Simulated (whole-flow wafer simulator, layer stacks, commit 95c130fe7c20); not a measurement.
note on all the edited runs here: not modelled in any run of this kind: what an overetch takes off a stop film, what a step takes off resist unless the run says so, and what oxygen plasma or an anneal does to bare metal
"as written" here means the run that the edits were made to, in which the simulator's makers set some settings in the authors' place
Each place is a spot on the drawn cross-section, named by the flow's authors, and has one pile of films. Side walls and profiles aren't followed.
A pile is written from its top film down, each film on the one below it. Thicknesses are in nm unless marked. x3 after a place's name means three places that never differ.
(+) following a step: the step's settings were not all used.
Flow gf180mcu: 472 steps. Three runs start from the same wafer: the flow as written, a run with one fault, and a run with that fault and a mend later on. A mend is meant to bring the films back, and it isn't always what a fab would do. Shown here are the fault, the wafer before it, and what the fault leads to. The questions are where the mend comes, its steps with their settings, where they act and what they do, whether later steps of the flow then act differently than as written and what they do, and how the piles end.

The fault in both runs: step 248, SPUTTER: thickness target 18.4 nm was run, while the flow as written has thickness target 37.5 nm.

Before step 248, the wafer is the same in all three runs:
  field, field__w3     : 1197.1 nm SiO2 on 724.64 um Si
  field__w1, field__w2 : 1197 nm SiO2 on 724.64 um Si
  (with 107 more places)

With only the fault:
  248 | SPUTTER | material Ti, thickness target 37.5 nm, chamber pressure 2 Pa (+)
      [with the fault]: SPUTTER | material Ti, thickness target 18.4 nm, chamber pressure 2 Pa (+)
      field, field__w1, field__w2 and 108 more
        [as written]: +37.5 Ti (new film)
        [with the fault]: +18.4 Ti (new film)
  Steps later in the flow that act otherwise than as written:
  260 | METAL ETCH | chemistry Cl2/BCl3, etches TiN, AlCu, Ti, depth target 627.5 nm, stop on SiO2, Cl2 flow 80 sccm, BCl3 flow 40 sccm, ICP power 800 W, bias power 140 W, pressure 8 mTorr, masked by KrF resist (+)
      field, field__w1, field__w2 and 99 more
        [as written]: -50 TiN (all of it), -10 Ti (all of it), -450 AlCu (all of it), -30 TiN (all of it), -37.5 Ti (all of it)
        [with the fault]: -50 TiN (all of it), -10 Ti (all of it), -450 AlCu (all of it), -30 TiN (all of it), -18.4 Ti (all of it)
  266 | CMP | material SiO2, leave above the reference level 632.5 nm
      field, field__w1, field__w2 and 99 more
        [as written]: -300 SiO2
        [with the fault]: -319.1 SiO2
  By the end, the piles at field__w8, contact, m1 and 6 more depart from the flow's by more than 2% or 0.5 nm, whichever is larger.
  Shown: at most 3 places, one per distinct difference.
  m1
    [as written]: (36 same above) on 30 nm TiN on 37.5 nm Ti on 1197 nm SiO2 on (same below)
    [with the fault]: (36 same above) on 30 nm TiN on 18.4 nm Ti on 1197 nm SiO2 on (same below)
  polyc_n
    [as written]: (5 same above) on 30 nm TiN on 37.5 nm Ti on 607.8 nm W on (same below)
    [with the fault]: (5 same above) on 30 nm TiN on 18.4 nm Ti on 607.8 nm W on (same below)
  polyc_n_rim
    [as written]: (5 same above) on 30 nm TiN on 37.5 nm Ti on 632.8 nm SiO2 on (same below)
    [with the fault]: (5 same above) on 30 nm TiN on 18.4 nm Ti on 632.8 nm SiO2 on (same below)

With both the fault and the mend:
  After step 248 comes the mend.
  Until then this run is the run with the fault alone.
  248a | SPUTTER | material Ti, thickness target 19.1 nm, chamber pressure 2 Pa (+) (the flow's step 248, run once more with other settings)
      field, field__w1, field__w2 and 108 more
        +19.1 Ti
  Every later step of the flow that is run acts as written at every place that is followed.
  The piles end the same as the flow's at every place that both follow.
